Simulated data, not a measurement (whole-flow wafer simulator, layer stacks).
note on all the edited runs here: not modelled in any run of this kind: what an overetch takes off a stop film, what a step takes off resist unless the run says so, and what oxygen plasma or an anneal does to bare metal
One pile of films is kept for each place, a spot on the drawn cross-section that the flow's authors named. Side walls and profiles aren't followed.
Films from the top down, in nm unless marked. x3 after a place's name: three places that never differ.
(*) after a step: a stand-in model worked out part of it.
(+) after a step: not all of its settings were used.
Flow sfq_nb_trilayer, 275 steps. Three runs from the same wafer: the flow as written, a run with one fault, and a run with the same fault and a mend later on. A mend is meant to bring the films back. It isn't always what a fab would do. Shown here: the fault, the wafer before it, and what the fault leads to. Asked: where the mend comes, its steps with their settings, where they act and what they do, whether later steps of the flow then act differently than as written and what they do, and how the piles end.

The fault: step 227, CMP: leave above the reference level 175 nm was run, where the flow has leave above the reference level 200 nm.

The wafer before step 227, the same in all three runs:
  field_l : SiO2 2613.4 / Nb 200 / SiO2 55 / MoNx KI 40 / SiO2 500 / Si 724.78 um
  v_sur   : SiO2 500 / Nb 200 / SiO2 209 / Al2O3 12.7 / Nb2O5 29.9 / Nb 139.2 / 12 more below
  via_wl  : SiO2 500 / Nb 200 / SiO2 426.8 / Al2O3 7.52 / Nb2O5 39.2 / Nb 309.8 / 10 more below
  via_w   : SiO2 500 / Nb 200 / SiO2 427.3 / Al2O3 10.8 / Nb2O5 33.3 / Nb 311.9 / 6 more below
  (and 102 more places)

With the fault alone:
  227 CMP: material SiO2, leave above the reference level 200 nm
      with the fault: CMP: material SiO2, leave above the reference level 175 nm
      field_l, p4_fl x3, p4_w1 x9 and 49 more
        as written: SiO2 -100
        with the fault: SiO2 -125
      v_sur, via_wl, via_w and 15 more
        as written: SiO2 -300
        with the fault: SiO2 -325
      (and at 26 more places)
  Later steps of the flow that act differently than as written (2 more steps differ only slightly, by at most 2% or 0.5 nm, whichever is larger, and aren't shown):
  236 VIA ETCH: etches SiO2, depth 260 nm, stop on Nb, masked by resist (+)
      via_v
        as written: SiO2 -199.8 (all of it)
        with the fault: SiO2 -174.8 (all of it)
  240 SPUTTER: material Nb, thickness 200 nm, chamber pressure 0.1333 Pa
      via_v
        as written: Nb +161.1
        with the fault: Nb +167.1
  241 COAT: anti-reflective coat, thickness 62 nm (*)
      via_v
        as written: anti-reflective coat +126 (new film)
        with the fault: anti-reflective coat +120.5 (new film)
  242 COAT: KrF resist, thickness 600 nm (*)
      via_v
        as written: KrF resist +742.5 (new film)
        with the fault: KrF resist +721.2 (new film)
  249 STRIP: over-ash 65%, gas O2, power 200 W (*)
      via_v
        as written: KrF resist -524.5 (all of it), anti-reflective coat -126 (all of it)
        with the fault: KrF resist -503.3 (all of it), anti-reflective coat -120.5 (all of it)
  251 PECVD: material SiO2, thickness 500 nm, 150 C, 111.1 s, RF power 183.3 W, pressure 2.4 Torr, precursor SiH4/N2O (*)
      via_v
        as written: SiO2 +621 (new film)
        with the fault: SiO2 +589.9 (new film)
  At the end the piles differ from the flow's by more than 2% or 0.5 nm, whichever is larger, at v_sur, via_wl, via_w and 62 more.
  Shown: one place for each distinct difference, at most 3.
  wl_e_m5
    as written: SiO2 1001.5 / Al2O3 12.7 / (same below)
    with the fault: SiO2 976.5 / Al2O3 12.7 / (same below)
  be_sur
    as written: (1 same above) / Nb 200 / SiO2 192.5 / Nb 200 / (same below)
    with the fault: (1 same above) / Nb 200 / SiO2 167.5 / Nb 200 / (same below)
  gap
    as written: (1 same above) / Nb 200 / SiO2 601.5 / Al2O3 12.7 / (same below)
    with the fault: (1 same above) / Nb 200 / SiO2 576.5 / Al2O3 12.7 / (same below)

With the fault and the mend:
  The mend comes after step 228.
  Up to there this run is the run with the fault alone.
  228a PECVD: material SiO2, thickness 25 nm, 150 C, 5.556 s, RF power 183.3 W, pressure 2.4 Torr, precursor SiH4/N2O (the flow's step 226 once more, with other settings)
      field_l, v_sur, via_wl and 103 more
        SiO2 +25
  No later step of the flow acts differently than as written, at any place that is followed, by more than 2% or 0.5 nm, whichever is larger.
  At the end the piles are the same as the flow's at every place that both follow.
